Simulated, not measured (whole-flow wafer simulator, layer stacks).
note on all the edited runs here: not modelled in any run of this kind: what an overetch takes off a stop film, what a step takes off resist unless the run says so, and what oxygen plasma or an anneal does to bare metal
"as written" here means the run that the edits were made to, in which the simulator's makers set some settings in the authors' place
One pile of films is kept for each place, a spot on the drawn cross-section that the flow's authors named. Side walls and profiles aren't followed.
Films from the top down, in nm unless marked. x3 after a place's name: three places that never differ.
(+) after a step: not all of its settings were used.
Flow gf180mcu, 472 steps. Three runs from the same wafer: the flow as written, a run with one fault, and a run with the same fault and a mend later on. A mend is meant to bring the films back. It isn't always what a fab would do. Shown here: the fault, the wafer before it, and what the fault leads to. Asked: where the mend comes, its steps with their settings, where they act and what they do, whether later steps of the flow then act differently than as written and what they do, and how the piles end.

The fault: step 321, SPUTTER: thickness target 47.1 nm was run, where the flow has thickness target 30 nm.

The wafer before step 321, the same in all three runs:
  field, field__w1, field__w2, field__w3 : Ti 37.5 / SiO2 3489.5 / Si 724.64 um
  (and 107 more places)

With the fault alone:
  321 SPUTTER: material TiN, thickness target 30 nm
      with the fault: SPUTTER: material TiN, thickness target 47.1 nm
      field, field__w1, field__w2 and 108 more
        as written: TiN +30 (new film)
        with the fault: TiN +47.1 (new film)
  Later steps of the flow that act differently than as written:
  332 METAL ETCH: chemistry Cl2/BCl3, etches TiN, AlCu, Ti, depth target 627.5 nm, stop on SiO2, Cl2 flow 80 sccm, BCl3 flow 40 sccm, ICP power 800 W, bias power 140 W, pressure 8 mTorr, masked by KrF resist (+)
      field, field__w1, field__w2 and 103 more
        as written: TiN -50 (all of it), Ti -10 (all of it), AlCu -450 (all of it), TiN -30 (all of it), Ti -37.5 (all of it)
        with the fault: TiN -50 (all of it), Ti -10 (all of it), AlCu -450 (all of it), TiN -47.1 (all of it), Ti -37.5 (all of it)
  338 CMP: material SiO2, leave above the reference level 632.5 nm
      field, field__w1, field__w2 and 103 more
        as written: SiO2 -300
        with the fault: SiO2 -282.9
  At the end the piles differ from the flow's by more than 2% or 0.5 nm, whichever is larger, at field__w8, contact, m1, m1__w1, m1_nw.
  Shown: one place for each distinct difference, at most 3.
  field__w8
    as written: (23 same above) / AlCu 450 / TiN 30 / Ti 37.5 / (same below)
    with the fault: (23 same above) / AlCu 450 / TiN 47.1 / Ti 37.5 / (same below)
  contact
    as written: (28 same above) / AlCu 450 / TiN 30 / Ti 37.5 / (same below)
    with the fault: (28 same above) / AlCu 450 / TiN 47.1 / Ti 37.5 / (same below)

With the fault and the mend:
  The mend comes after step 321.
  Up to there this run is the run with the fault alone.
  321a METAL ETCH: chemistry Cl2/BCl3, etches TiN, AlCu, Ti, depth target 17.1 nm, Cl2 flow 80 sccm, BCl3 flow 40 sccm, ICP power 800 W, bias power 140 W, pressure 8 mTorr (the flow's step 260 once more, with other settings)
      field, field__w1, field__w2 and 108 more
        TiN -17.1
  No later step of the flow acts differently than as written at any place that is followed.
  At the end the piles are the same as the flow's at every place that both follow.
